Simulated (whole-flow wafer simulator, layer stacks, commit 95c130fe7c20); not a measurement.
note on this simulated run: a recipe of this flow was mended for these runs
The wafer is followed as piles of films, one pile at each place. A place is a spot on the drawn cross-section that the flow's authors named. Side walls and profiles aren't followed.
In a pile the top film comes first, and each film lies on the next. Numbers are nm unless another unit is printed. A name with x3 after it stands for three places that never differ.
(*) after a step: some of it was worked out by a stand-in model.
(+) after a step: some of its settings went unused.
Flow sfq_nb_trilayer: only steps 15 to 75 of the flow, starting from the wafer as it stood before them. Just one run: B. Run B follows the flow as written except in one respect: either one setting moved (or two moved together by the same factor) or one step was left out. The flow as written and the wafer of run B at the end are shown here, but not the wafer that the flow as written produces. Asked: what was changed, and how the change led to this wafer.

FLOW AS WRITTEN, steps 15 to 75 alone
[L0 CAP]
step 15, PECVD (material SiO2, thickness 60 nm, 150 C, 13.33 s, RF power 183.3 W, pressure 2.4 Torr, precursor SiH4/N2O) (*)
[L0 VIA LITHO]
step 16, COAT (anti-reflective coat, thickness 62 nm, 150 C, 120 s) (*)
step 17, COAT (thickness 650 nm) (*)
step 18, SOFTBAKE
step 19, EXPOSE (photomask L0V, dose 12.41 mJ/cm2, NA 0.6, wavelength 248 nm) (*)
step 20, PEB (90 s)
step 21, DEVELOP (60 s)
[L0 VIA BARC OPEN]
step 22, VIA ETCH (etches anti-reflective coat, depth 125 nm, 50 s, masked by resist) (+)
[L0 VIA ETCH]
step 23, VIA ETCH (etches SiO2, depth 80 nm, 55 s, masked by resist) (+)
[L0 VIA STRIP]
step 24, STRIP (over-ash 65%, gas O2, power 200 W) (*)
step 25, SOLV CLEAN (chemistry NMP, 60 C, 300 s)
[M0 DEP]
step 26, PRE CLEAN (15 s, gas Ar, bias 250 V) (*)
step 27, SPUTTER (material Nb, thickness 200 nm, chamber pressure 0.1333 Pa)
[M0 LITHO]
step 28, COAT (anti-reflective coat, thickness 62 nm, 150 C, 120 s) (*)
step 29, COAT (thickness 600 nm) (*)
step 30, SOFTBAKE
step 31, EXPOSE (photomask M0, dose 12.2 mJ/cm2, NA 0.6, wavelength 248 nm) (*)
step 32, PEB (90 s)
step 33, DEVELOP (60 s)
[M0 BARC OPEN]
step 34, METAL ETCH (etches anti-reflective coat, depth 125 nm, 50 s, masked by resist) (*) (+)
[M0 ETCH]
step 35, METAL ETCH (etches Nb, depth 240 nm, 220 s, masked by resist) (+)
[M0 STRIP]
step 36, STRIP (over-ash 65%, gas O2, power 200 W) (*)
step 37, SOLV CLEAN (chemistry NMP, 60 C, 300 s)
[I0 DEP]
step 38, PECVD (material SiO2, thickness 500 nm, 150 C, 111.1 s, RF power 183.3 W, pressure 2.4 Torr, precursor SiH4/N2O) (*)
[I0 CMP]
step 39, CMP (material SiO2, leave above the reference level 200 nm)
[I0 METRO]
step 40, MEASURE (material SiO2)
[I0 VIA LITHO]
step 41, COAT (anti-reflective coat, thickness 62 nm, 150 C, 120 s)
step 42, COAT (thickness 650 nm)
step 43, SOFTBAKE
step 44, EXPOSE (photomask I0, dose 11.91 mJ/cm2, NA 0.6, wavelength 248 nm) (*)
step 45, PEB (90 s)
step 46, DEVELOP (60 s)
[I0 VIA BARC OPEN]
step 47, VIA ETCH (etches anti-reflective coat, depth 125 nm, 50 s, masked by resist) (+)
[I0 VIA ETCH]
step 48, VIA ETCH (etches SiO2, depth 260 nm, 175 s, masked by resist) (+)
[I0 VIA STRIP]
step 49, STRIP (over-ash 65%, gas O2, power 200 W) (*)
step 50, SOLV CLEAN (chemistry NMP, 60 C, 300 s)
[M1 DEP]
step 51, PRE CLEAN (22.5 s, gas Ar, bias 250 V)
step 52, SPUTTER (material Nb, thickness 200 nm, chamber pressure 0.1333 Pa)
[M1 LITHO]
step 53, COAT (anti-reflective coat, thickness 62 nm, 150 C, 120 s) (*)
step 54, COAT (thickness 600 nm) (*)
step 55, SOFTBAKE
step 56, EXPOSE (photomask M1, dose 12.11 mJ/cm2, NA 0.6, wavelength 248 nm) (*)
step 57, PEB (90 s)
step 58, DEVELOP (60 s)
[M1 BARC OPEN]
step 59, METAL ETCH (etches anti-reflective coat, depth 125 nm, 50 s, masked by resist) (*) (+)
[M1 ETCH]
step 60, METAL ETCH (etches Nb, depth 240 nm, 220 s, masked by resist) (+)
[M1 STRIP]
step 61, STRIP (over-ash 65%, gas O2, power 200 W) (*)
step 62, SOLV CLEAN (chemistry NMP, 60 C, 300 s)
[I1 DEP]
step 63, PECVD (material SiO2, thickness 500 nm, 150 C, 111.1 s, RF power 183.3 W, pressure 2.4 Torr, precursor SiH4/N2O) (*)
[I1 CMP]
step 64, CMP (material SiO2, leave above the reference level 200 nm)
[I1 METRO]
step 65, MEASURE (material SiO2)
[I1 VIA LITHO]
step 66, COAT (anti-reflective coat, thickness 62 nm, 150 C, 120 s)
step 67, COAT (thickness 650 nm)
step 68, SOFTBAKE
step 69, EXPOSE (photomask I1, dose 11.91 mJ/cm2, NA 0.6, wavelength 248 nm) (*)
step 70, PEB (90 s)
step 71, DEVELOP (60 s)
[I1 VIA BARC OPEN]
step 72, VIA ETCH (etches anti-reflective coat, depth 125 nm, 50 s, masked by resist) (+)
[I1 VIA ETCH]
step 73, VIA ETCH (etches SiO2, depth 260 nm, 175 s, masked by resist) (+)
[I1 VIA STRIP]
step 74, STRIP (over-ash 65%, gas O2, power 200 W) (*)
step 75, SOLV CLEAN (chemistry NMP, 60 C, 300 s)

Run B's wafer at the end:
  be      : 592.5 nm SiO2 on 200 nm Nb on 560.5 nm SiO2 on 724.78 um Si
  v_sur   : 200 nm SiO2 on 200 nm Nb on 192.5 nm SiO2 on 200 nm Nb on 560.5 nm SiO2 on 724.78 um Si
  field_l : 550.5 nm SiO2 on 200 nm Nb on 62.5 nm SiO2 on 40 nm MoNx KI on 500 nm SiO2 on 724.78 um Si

The reason: step 15, PECVD: RF power 238.3 W was run, though the flow has RF power 183.3 W.

The path from the change to this, step by step:
  step 15, PECVD (material SiO2, thickness 60 nm, 150 C, 13.33 s, RF power 183.3 W, pressure 2.4 Torr, precursor SiH4/N2O) (*)
      v_sur, via_wl, via_w and 97 more: +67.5 SiO2 (it would be, as written: +60 SiO2)
      field_l, l0_sur, l0v, l0r_line_l, l0r_line_c, l0r_line_r: +67.5 SiO2 (new film) (it would be, as written: +60 SiO2 (new film))
  step 23, VIA ETCH (etches SiO2, depth 80 nm, 55 s, masked by resist) (+)
      l0v: -67.1 SiO2 (all of it), -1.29 MoNx KI (it would be, as written: -59.7 SiO2 (all of it), -2.03 MoNx KI)
  step 28, COAT (anti-reflective coat, thickness 62 nm, 150 C, 120 s) (*)
      l0_sur: +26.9 anti-reflective coat (new film) (it would be, as written: +29.3 anti-reflective coat (new film))
      l0v: +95 anti-reflective coat (new film) (it would be, as written: +92.5 anti-reflective coat (new film))
  step 36, STRIP (over-ash 65%, gas O2, power 200 W) (*)
      l0_sur: -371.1 KrF-resist-other-grade (all of it), -26.9 anti-reflective coat (all of it) (it would be, as written: -370 KrF-resist-other-grade (all of it), -29.3 anti-reflective coat (all of it))
      l0v: -378 KrF-resist-other-grade (all of it), -95 anti-reflective coat (all of it) (it would be, as written: -374.1 KrF-resist-other-grade (all of it), -92.5 anti-reflective coat (all of it))
  step 39, CMP (material SiO2, leave above the reference level 200 nm)
      l0v: -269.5 SiO2 (it would be, as written: -277.4 SiO2)
